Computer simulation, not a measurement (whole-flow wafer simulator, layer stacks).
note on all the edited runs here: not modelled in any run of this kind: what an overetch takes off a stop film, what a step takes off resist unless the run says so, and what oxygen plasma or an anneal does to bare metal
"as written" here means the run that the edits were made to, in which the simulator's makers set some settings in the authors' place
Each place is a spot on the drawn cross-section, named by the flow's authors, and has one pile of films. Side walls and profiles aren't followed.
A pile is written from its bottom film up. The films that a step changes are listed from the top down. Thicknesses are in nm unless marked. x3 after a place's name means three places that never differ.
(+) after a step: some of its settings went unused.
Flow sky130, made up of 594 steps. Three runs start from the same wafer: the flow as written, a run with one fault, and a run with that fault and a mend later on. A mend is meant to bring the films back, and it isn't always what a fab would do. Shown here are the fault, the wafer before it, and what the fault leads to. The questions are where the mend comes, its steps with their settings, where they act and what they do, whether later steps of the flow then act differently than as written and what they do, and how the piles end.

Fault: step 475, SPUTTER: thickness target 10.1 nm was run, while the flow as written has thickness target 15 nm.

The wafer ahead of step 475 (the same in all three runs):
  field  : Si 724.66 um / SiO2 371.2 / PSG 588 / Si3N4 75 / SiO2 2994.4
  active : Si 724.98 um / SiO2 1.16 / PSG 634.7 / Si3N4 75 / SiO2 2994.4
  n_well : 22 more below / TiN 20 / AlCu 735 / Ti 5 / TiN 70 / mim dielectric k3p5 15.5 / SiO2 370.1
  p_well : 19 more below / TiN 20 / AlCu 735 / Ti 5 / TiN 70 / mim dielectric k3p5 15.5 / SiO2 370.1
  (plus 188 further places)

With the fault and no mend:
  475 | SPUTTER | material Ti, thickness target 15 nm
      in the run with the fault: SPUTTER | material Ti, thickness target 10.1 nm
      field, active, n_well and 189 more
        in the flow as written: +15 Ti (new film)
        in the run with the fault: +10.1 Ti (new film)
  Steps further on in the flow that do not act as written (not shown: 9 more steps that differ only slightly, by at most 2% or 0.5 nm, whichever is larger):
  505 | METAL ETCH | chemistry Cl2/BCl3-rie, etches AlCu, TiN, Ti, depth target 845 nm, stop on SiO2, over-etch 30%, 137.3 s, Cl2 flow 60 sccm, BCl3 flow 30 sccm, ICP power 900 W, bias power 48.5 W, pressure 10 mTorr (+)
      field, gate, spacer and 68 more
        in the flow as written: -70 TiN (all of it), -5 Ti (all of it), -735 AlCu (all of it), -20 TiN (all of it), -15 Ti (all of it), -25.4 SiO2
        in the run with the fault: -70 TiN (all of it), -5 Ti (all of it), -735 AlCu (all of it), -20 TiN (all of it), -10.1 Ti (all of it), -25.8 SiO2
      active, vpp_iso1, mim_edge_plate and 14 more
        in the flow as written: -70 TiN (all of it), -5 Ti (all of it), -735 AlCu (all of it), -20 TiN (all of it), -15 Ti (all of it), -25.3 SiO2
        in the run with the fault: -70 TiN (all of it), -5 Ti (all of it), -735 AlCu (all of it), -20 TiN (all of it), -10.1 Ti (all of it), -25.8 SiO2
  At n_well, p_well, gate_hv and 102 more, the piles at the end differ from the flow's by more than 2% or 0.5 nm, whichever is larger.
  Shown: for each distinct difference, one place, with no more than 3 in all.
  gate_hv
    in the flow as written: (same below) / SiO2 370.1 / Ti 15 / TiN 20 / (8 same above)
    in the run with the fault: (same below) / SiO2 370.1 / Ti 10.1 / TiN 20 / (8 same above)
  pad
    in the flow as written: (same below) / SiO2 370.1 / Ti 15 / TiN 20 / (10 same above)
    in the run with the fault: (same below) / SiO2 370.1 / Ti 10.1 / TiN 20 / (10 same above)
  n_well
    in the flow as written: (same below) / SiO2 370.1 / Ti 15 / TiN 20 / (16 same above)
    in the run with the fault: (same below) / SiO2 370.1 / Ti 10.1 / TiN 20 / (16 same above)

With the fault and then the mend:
  After step 475 comes the mend.
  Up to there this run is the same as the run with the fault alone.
  475a | SPUTTER | material Ti, thickness target 4.9 nm (the flow's step 475, run once more with other settings)
      field, active, n_well and 189 more
        +4.9 Ti
  Later steps of the flow that are run all act as written at every place that is followed.
  By the end, the piles equal the flow's at every place that both follow.
